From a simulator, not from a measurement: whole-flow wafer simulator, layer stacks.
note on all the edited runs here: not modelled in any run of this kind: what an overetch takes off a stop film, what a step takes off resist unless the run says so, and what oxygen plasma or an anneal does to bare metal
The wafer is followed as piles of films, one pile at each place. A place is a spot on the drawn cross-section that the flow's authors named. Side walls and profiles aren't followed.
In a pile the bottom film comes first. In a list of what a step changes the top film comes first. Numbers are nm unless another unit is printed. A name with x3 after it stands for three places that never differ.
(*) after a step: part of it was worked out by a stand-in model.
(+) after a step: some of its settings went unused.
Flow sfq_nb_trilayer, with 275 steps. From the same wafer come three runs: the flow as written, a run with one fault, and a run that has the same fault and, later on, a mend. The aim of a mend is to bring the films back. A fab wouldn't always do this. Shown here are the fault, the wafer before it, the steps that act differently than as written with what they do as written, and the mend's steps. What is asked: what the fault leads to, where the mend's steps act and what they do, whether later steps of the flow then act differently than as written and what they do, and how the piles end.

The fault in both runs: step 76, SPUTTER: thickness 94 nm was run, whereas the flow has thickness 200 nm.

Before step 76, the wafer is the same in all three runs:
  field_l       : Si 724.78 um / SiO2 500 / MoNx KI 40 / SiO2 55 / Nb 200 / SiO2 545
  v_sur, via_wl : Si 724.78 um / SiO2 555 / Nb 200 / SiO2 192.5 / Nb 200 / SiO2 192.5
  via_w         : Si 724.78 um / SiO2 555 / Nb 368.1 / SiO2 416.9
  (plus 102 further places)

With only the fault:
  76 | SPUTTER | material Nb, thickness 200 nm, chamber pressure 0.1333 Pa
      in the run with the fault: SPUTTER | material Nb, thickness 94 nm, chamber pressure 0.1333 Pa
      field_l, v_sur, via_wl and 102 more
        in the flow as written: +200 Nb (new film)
        in the run with the fault: +94 Nb (new film)
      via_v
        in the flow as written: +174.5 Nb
        in the run with the fault: +82.8 Nb
  Steps further on in the flow that do not act as written (4 more steps, not shown, differ only slightly: by at most 2% or 0.5 nm, whichever is larger):
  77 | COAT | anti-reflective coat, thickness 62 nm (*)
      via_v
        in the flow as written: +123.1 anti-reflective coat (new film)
        in the run with the fault: +118.7 anti-reflective coat (new film)
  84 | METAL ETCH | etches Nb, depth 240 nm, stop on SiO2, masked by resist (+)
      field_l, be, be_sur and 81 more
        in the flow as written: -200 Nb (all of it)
        in the run with the fault: -94 Nb (all of it)
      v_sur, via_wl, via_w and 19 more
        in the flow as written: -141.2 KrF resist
        in the run with the fault: -82.9 KrF resist
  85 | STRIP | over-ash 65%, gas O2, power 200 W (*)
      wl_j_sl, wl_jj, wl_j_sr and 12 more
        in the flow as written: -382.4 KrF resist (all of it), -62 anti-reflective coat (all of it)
        in the run with the fault: -440.6 KrF resist (all of it), -62 anti-reflective coat (all of it)
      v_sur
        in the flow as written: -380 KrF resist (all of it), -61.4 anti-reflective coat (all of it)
        in the run with the fault: -438.4 KrF resist (all of it), -61.4 anti-reflective coat (all of it)
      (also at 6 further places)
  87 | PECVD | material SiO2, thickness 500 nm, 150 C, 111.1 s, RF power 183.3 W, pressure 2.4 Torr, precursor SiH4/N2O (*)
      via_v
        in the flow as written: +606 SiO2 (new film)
        in the run with the fault: +580.1 SiO2 (new film)
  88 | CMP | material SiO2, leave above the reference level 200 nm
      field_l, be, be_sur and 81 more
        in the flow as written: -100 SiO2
        in the run with the fault: -206 SiO2
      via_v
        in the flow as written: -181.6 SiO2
        in the run with the fault: -170 SiO2
  By the end, the piles at field_l, v_sur, via_wl and 103 more depart from the flow's by more than 2% or 0.5 nm, whichever is larger.
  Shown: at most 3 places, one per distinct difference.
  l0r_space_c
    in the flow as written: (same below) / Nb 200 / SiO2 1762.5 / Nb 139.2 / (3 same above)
    in the run with the fault: (same below) / Nb 200 / SiO2 1656.5 / Nb 139.2 / (3 same above)
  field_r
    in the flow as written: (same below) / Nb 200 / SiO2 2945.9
    in the run with the fault: (same below) / Nb 200 / SiO2 2839.9
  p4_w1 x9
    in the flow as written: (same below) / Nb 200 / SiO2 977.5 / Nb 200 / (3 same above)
    in the run with the fault: (same below) / Nb 200 / SiO2 871.5 / Nb 200 / (3 same above)

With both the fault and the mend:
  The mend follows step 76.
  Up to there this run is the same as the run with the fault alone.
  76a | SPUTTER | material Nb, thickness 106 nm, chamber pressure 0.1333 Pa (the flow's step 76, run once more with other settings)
      field_l, v_sur, via_wl and 102 more
        +106 Nb
      via_v
        +87.4 Nb
  None of the later steps of the flow differs from how it acts as written, at any place that is followed, by more than 2% or 0.5 nm, whichever is larger.
  The piles end only slightly different from the flow's at the places that both follow, by no more than 2% or 0.5 nm, whichever is larger.
